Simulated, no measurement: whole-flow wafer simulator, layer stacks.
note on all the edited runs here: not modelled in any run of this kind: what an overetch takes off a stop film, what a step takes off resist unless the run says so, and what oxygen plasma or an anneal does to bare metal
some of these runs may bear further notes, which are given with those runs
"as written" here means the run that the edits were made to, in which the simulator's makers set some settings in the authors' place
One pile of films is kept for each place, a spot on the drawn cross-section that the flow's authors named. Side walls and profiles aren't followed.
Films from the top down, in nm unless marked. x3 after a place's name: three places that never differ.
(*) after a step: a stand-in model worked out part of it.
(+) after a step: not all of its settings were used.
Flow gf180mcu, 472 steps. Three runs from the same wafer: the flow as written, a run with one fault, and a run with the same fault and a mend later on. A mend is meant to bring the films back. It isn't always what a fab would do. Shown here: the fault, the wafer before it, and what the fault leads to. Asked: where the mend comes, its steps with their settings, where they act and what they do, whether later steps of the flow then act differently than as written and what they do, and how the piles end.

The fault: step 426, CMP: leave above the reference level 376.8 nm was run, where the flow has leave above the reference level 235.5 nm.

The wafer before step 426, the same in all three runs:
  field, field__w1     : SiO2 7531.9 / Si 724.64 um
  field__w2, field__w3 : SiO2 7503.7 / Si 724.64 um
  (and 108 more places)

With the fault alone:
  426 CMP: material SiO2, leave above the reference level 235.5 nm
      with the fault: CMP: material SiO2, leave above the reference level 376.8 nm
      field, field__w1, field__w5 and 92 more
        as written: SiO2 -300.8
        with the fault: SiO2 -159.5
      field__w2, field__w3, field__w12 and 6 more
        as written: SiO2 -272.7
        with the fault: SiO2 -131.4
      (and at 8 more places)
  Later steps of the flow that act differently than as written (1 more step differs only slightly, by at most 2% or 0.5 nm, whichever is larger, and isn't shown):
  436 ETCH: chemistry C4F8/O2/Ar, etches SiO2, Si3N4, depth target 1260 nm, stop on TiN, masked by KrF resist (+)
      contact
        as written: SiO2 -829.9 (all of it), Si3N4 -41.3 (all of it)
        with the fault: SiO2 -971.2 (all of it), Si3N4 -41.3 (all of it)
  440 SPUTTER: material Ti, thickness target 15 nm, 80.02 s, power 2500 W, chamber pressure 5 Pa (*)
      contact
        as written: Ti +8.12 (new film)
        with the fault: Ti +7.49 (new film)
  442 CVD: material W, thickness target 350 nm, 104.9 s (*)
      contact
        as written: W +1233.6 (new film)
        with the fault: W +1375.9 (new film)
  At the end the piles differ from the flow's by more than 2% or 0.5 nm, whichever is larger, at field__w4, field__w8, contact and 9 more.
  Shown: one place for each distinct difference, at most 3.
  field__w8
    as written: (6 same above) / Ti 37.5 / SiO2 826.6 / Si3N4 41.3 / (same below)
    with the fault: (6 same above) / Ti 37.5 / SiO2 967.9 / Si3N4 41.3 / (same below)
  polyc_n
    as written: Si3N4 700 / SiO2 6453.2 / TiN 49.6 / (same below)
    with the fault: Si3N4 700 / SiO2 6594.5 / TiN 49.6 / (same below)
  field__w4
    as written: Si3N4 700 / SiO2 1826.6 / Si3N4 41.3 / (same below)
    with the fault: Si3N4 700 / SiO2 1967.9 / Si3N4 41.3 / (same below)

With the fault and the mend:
  The mend comes after step 434.
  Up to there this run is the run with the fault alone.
  434a STRIP: chemistry O2/N2, power 2160 W, pressure 1700 mTorr (*)
      field, field__w1, field__w2 and 108 more
        KrF resist -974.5 (all of it), anti-reflective coat -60 (all of it)
      contact
        anti-reflective coat -60 (all of it)
  434b CMP: material SiO2, leave above the reference level 235.5 nm (the flow's step 426 once more)
      field, field__w1, field__w2 and 109 more
        SiO2 -141.3
  434c HMDS: 120 C, 60 s (the flow's step 428 once more)
      changes no film at any place that is followed
  434d COAT: anti-reflective coat, thickness 60 nm, 182 C, 71 s (the flow's step 429 once more)
      field, field__w1, field__w2 and 109 more
        anti-reflective coat +60 (new film)
  434e COAT: KrF resist, thickness 1000 nm (the flow's step 430 once more)
      field, field__w1, field__w2 and 109 more
        KrF resist +1000 (new film)
  434f SOFTBAKE: KrF resist (the flow's step 431 once more)
      changes no film at any place that is followed
  434g EXPOSE: photomask Via5 (the flow's step 432 once more)
      changes no film at any place that is followed
  434h PEB: KrF resist, 135 C, 90 s (the flow's step 433 once more)
      field, field__w1, field__w2 and 109 more
        KrF resist -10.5
  434i DEVELOP: KrF resist, thickness 1000 nm, 60 s (the flow's step 434 once more)
      field, field__w1, field__w2 and 108 more
        KrF resist -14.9
      contact
        KrF resist -989.5 (all of it)
  No later step of the flow acts differently than as written at any place that is followed.
  At the end the piles are the same as the flow's at every place that both follow.
